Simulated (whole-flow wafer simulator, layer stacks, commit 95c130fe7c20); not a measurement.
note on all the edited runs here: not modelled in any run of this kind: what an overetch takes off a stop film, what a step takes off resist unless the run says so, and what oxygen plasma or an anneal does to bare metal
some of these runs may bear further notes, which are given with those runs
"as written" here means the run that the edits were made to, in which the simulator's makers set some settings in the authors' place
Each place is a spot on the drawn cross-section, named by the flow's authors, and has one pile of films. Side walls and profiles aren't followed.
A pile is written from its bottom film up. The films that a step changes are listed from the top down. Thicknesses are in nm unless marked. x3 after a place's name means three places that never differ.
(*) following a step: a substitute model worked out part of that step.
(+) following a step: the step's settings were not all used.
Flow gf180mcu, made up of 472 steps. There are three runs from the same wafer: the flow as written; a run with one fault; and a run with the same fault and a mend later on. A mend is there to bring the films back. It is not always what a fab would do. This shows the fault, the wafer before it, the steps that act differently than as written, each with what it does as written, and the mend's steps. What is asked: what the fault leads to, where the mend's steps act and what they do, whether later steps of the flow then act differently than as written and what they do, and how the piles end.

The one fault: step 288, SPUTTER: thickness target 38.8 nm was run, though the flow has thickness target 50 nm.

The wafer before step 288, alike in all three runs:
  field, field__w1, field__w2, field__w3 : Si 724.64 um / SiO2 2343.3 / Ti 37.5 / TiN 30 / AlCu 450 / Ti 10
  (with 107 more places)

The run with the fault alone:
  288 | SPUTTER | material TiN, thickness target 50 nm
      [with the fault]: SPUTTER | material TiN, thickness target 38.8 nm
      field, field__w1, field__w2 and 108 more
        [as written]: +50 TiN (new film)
        [with the fault]: +38.8 TiN (new film)
  Steps later in the flow that act otherwise than as written (not shown: 5 more steps that differ only slightly, by at most 2% or 0.5 nm, whichever is larger):
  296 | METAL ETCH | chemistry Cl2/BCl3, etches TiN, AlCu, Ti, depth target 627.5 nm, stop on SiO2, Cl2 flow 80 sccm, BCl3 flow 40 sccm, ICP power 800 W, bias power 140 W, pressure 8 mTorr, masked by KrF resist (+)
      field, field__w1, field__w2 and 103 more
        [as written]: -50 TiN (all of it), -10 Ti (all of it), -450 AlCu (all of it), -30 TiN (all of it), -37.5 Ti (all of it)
        [with the fault]: -38.8 TiN (all of it), -10 Ti (all of it), -450 AlCu (all of it), -30 TiN (all of it), -37.5 Ti (all of it)
  By the end, the piles at field__w8, contact, m1, m1__w1, m1_nw depart from the flow's by more than 2% or 0.5 nm, whichever is larger.
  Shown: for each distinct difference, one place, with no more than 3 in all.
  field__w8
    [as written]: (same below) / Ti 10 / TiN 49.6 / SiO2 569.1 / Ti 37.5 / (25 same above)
    [with the fault]: (same below) / Ti 10 / TiN 38.4 / SiO2 580.3 / Ti 37.5 / (25 same above)
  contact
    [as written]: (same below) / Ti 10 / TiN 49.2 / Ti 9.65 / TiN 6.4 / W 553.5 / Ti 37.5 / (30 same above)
    [with the fault]: (same below) / Ti 10 / TiN 38 / Ti 9.59 / TiN 6.36 / W 564.8 / Ti 37.5 / (30 same above)

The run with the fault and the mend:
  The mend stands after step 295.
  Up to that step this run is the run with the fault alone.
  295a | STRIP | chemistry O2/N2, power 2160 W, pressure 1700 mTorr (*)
      field__w8, contact, m1, m1__w1, m1_nw
        -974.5 KrF resist (all of it)
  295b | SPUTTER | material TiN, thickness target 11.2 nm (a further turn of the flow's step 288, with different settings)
      field, field__w1, field__w2 and 108 more
        +11.2 TiN
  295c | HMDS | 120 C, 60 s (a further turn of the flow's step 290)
      alters no film at any place that is followed
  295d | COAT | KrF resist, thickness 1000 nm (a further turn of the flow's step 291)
      field, field__w1, field__w2 and 108 more
        +1000 KrF resist (new film)
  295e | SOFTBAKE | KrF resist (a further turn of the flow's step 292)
      alters no film at any place that is followed
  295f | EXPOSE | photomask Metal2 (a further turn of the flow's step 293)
      alters no film at any place that is followed
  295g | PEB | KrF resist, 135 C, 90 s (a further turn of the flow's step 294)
      field, field__w1, field__w2 and 108 more
        -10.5 KrF resist
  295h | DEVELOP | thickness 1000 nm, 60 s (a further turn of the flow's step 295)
      field, field__w1, field__w2 and 103 more
        -989.5 KrF resist (all of it)
      field__w8, contact, m1, m1__w1, m1_nw
        -14.9 KrF resist
  Later steps of the flow that are run all act as written at every place that is followed.
  The piles end the same as the flow's at every place that both follow.
